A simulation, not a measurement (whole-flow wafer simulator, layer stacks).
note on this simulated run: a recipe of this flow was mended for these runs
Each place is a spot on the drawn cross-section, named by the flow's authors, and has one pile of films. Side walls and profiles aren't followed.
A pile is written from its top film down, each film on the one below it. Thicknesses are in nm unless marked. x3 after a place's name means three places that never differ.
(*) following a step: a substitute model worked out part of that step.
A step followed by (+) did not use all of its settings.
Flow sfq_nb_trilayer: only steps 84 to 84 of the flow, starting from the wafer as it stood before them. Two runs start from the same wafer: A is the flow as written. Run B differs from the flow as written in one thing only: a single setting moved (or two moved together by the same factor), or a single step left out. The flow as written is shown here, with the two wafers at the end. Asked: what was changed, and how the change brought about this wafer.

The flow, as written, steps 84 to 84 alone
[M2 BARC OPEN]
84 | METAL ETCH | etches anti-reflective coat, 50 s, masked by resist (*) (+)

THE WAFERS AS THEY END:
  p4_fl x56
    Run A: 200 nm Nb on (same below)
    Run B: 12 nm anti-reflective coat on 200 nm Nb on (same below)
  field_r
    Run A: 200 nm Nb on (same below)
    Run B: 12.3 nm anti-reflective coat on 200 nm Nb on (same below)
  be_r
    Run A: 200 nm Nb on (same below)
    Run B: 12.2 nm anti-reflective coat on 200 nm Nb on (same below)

The reason: step 84, METAL ETCH: 20 s was run, whereas the flow has 50 s.

How this came from the change, step by step:
  84 | METAL ETCH | etches anti-reflective coat, 50 s, masked by resist (*) (+)
      p4_fl x56, wl_d_m1, l0r_line_l x3, m0r_space_l x2: A -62 anti-reflective coat (all of it) | B -50 anti-reflective coat
      field_r, lsp_l, ln_m5, lsp_m, ln_m6, lsp_r, l0_sur, l0v: A -62.3 anti-reflective coat (all of it) | B -50 anti-reflective coat
      (and at 36 other places as well)
